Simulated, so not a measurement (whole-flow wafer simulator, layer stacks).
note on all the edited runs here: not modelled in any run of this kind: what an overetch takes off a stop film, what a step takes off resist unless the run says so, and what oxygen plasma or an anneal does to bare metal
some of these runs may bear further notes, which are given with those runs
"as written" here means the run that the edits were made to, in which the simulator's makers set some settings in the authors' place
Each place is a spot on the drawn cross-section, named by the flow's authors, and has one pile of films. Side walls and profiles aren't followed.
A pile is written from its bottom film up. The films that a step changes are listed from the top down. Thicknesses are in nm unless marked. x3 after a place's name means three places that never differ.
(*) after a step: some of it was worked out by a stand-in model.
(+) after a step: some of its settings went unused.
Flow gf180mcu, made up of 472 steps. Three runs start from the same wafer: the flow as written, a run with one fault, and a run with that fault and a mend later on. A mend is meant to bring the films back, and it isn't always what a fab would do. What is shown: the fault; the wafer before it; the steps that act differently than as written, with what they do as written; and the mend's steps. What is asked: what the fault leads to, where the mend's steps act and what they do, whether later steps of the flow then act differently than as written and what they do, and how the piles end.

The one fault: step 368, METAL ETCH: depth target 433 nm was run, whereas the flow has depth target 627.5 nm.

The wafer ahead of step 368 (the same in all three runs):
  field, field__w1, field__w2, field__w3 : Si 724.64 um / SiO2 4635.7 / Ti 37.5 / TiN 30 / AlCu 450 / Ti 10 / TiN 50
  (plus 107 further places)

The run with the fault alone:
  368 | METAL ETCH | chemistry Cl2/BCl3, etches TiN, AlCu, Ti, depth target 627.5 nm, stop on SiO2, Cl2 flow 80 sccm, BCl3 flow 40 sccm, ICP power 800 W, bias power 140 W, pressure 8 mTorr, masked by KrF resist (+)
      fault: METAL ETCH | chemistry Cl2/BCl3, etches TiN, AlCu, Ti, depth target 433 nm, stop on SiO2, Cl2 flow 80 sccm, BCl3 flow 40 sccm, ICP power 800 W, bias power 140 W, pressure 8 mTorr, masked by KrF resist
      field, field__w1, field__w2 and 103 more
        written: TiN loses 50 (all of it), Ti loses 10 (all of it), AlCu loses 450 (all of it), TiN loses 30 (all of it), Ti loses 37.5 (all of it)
        fault: TiN loses 50 (all of it), Ti loses 10 (all of it), AlCu loses 373
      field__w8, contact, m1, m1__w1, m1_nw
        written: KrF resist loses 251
        fault: KrF resist loses 173.2
  Later steps of the flow acting differently than as written:
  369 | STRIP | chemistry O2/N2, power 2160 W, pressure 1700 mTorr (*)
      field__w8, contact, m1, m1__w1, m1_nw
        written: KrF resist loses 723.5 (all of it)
        fault: KrF resist loses 801.3 (all of it)
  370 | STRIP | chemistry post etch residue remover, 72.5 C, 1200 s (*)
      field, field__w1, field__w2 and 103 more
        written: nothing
        fault: AlCu loses 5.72
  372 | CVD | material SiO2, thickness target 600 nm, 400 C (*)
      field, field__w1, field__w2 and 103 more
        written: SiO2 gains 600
        fault: SiO2 gains 600 (new film)
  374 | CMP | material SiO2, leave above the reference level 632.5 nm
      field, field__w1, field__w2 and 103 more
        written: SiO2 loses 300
        fault: SiO2 loses 438.8
  At field, field__w1, field__w2 and 104 more, the piles at the end differ from the flow's by more than 2% or 0.5 nm, whichever is larger.
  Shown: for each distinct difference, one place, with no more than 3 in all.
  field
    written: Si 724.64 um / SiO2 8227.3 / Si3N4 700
    fault: Si 724.64 um / SiO2 4635.7 / Ti 37.5 / TiN 30 / AlCu 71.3 / SiO2 3452.8 / Si3N4 700
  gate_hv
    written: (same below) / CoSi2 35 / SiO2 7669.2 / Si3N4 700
    fault: (same below) / CoSi2 35 / SiO2 4077.6 / Ti 37.5 / TiN 30 / AlCu 71.3 / SiO2 3452.8 / Si3N4 700
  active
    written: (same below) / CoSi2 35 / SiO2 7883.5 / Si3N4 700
    fault: (same below) / CoSi2 35 / SiO2 4291.9 / Ti 37.5 / TiN 30 / AlCu 71.3 / SiO2 3452.8 / Si3N4 700

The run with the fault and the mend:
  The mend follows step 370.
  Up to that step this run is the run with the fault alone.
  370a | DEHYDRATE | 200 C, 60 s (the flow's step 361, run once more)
      alters no film at any place that is followed
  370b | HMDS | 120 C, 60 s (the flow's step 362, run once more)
      alters no film at any place that is followed
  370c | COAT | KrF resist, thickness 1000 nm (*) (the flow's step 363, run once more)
      iso_ptap_pw, iso_ntap_nw, iso_nw_fld and 33 more
        KrF resist gains 1000 (new film)
      field_sub, field_sub__w1, field_sub__w2 and 19 more
        KrF resist gains 1002.6 (new film)
      field__w1, field__w13, p_well and 7 more
        KrF resist gains 1002.9 (new film)
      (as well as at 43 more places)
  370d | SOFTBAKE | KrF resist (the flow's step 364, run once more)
      alters no film at any place that is followed
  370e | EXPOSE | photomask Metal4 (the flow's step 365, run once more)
      alters no film at any place that is followed
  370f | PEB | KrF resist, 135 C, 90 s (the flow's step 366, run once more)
      field__w1, field__w2, field__w3 and 56 more
        KrF resist loses 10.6
      iso_ptap_pw, iso_ntap_nw, iso_nw_fld and 33 more
        KrF resist loses 10.5
      gate_hv, sd_p, nw_sep_fld, polyc_n, polyc_n_rim
        KrF resist loses 10.7
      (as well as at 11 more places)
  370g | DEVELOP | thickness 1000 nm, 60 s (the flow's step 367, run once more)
      iso_ptap_pw, iso_ntap_nw, iso_nw_fld and 33 more
        KrF resist loses 989.5 (all of it)
      field__w6, field_sub, field_sub__w1 and 20 more
        KrF resist loses 992 (all of it)
      p_well, sti, spacer and 6 more
        KrF resist loses 992.3 (all of it)
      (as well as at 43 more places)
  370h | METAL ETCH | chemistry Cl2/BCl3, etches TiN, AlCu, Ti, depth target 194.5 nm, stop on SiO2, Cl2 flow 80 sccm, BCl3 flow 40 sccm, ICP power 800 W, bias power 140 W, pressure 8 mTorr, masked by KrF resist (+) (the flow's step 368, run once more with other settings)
      field, field__w1, field__w2 and 103 more
        AlCu loses 71.3 (all of it), TiN loses 30 (all of it), Ti loses 37.5 (all of it)
      field__w8, contact, m1, m1__w1, m1_nw
        KrF resist loses 77.8
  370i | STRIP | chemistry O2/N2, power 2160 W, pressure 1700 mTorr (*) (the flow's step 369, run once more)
      field__w8
        KrF resist loses 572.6 (all of it)
      contact
        KrF resist loses 570.7 (all of it)
      m1
        KrF resist loses 573.3 (all of it)
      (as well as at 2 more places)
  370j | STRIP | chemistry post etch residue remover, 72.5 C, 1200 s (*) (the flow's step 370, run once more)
      field__w8, contact, m1, m1__w1, m1_nw
        TiN loses 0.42
  Later steps of the flow that are run all act as written at every place that is followed, up to a difference of at most 2% or 0.5 nm, whichever is larger.
  When the end is reached, the piles differ only a little from the flow's at the places that both follow, at most by 2% or 0.5 nm, whichever is larger.
